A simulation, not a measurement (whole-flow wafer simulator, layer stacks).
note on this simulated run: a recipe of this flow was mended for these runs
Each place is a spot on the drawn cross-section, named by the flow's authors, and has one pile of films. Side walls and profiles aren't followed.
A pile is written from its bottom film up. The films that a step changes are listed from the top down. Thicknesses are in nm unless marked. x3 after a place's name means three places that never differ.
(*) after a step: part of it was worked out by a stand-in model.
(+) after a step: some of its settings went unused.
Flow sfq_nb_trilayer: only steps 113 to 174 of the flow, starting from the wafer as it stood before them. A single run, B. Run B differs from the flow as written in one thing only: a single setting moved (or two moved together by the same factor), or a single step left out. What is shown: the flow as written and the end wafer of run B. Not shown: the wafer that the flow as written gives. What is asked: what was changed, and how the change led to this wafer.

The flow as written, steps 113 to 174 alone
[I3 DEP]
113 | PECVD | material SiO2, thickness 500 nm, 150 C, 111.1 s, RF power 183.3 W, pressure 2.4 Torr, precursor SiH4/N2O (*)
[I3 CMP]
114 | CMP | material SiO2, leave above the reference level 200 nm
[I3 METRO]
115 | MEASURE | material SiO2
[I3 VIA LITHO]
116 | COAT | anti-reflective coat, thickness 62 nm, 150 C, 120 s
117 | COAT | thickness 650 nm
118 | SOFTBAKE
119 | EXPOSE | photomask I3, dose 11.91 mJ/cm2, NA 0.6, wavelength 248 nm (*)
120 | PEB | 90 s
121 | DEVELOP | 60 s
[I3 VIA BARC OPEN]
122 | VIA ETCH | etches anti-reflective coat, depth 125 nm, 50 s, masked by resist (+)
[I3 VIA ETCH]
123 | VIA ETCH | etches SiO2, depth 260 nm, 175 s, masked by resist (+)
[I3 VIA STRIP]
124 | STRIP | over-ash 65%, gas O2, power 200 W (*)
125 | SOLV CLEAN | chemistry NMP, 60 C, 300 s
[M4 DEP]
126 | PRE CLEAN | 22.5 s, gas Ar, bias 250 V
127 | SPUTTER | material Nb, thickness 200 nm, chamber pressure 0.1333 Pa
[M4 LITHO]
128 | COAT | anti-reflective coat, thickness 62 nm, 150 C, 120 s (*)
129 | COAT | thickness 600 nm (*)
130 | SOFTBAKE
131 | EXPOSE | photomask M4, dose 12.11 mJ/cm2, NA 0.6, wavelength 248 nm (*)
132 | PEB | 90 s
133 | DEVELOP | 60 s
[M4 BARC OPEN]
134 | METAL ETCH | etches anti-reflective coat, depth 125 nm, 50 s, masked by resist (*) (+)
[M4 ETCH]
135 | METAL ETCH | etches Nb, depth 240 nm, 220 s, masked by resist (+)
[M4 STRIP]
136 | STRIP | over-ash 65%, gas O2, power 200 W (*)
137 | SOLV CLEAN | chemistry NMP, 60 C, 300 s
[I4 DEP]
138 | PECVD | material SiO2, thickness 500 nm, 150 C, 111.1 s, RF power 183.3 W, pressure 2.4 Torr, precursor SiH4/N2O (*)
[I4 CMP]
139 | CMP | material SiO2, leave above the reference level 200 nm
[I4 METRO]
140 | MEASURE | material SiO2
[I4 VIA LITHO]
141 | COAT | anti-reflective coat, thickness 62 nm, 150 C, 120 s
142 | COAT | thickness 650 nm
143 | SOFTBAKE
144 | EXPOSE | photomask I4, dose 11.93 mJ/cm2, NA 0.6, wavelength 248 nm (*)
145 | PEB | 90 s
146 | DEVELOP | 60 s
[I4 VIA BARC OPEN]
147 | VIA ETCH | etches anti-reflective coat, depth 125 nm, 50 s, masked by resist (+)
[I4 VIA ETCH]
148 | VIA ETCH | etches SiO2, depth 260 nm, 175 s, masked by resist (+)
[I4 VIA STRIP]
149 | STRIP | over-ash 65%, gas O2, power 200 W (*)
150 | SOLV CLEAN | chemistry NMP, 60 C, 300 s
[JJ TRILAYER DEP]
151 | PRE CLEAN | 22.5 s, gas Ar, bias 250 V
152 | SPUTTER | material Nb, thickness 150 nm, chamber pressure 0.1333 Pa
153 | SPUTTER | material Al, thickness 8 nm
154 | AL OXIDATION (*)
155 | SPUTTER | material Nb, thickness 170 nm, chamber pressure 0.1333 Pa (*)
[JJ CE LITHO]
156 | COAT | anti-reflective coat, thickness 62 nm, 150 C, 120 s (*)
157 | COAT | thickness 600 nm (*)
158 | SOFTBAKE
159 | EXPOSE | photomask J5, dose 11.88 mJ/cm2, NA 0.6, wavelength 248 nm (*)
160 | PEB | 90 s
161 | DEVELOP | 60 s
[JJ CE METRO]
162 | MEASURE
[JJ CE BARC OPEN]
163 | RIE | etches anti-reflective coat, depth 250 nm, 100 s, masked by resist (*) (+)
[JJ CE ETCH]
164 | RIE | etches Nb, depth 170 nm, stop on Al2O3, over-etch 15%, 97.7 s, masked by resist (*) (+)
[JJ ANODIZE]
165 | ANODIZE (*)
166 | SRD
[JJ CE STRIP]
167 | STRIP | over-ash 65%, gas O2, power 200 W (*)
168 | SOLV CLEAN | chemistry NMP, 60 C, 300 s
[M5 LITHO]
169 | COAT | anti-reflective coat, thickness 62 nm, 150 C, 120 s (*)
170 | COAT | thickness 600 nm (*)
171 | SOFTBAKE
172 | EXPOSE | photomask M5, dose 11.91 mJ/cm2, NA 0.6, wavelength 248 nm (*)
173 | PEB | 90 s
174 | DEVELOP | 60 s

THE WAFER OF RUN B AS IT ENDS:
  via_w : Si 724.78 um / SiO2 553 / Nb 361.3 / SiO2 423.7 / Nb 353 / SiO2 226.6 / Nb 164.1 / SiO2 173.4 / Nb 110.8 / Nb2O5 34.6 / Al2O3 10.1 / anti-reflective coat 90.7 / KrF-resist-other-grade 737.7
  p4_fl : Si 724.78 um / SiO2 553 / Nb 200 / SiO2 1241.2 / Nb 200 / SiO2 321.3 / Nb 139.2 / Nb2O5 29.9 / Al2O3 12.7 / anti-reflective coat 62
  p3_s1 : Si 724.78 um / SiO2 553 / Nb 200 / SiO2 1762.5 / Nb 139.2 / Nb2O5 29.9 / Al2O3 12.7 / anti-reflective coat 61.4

The reason: step 113, PECVD: 61.11 s was run, though the flow has 111.1 s.

Step by step, how the change led to this:
  113 | PECVD | material SiO2, thickness 500 nm, 150 C, 111.1 s, RF power 183.3 W, pressure 2.4 Torr, precursor SiH4/N2O (*)
      field_l, be, be_sur and 64 more: +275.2 SiO2 (as written it would have been: +500 SiO2)
      v_sur, via_wl, via_wr and 27 more: +275.2 SiO2 (new film) (as written it would have been: +500 SiO2 (new film))
      (also at 9 further places)
  114 | CMP | material SiO2, leave above the reference level 200 nm
      field_l, be, be_sur and 64 more: nothing (as written it would have been: -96 SiO2)
      p4_g1, p4_g2, p3_s0, p3_s1, p3_s2, p3_s3, p3_s4, p3_s5: nothing (as written it would have been: -157.1 SiO2)
      (also at 31 further places)
  116 | COAT | anti-reflective coat, thickness 62 nm, 150 C, 120 s
      p3_l1, p3_l2, p3_l3, p3_l4: +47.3 anti-reflective coat (new film) (as written it would have been: +62 anti-reflective coat (new film))
      wl_a_m6, wl_a_sr, wl_b_sl: +59 anti-reflective coat (new film) (as written it would have been: +62 anti-reflective coat (new film))
      (also at 84 further places)
  117 | COAT | thickness 650 nm
      m0r_line_l x3: +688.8 KrF-resist-other-grade (new film) (as written it would have been: +650 KrF-resist-other-grade (new film))
      m0r_line_r x3: +689.5 KrF-resist-other-grade (new film) (as written it would have been: +650 KrF-resist-other-grade (new film))
      (also at 66 further places)
  121 | DEVELOP | 60 s
      via_v: -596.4 KrF-resist-other-grade (all of it) (as written it would have been: -648.6 KrF-resist-other-grade (all of it))
  122 | VIA ETCH | etches anti-reflective coat, depth 125 nm, 50 s, masked by resist (+)
      via_v: -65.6 anti-reflective coat (all of it), -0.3 SiO2 (as written it would have been: -62 anti-reflective coat (all of it), -0.31 SiO2)
  124 | STRIP | over-ash 65%, gas O2, power 200 W (*)
      m0r_line_l x3: -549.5 KrF-resist-other-grade (all of it), -51.3 anti-reflective coat (all of it) (as written it would have been: -510.8 KrF-resist-other-grade (all of it), -62 anti-reflective coat (all of it))
      m0r_space_l, m6r_space_l x2: -519.5 KrF-resist-other-grade (all of it), -88.2 anti-reflective coat (all of it) (as written it would have been: -510.8 KrF-resist-other-grade (all of it), -62 anti-reflective coat (all of it))
      (also at 99 further places)
  127 | SPUTTER | material Nb, thickness 200 nm, chamber pressure 0.1333 Pa
      via_w: +164.1 Nb (new film) (as written it would have been: +200 Nb (new film))
  128 | COAT | anti-reflective coat, thickness 62 nm, 150 C, 120 s (*)
      p3_l2, p3_l3, p3_l4: +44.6 anti-reflective coat (new film) (as written it would have been: +62 anti-reflective coat (new film))
      m0r_line_l x3: +48.6 anti-reflective coat (new film) (as written it would have been: +62 anti-reflective coat (new film))
      (also at 82 further places)
  129 | COAT | thickness 600 nm (*)
      p3_s1, m5r_line_l, m5r_line_r: +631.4 KrF-resist-other-grade (new film) (as written it would have been: +600 KrF-resist-other-grade (new film))
      m0r_line_l x3: +638.7 KrF-resist-other-grade (new film) (as written it would have been: +600 KrF-resist-other-grade (new film))
      (also at 71 further places)
  133 | DEVELOP | 60 s
      p3_s1, m5r_line_l, m5r_line_r: -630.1 KrF-resist-other-grade (all of it) (as written it would have been: -598.7 KrF-resist-other-grade (all of it))
      m0r_line_l x3: -637.4 KrF-resist-other-grade (all of it) (as written it would have been: -598.7 KrF-resist-other-grade (all of it))
      (also at 35 further places)
  134 | METAL ETCH | etches anti-reflective coat, depth 125 nm, 50 s, masked by resist (*) (+)
      m5r_linepad_l, m5r_linepad_r, r5r_spacepad_l, r5r_spacepad_r, m8r_pad_l, m8r_pad_r: -125 anti-reflective coat (as written it would have been: -62 anti-reflective coat (all of it))
      m0r_line_l x3: -48.6 anti-reflective coat (all of it) (as written it would have been: -62 anti-reflective coat (all of it))
      (also at 45 further places)
  135 | METAL ETCH | etches Nb, depth 240 nm, 220 s, masked by resist (+)
      m5r_linepad_l, m5r_linepad_r: -11 anti-reflective coat (all of it), -200 Nb (all of it), -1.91 SiO2 (as written it would have been: -200 Nb (all of it), -4 SiO2)
      r5r_spacepad_l, r5r_spacepad_r: -7.33 anti-reflective coat (all of it), -200 Nb (all of it), -2.61 SiO2 (as written it would have been: -200 Nb (all of it), -4 SiO2)
  136 | STRIP | over-ash 65%, gas O2, power 200 W (*)
      wl_a_sr, wl_b_sl: -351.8 KrF-resist-other-grade (all of it), -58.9 anti-reflective coat (all of it) (as written it would have been: -364.6 KrF-resist-other-grade (all of it), -62 anti-reflective coat (all of it))
      v_sur: -307.5 KrF-resist-other-grade (all of it), -42 anti-reflective coat (all of it) (as written it would have been: -360.6 KrF-resist-other-grade (all of it), -64.7 anti-reflective coat (all of it))
      (also at 36 further places)
  138 | PECVD | material SiO2, thickness 500 nm, 150 C, 111.1 s, RF power 183.3 W, pressure 2.4 Torr, precursor SiH4/N2O (*)
      p3_s0, p3_s1, p3_s2, p3_s3, p3_s4, p3_s5: +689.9 SiO2 (as written it would have been: +561.1 SiO2)
      via_w: +598.3 SiO2 (new film) (as written it would have been: +500 SiO2 (new film))
  139 | CMP | material SiO2, leave above the reference level 200 nm
      field_l, be, be_sur and 55 more: nothing (as written it would have been: -96 SiO2)
      lsp_r, l0_sur, l0v: nothing (as written it would have been: -87.7 SiO2)
      (also at 9 further places)
  ... 17 other steps ...
  174 | DEVELOP | 60 s
      lsp_m: -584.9 KrF-resist-other-grade (all of it) (as written it would have been: -598.6 KrF-resist-other-grade (all of it))
If metal films that touch count as one body, via_w has 4 bodies (between them, from the top down: SiO2 173.4; SiO2 226.6; SiO2 423.7); the flow as written gives 3 bodies (between them, from the top down: SiO2 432; SiO2 423.7).
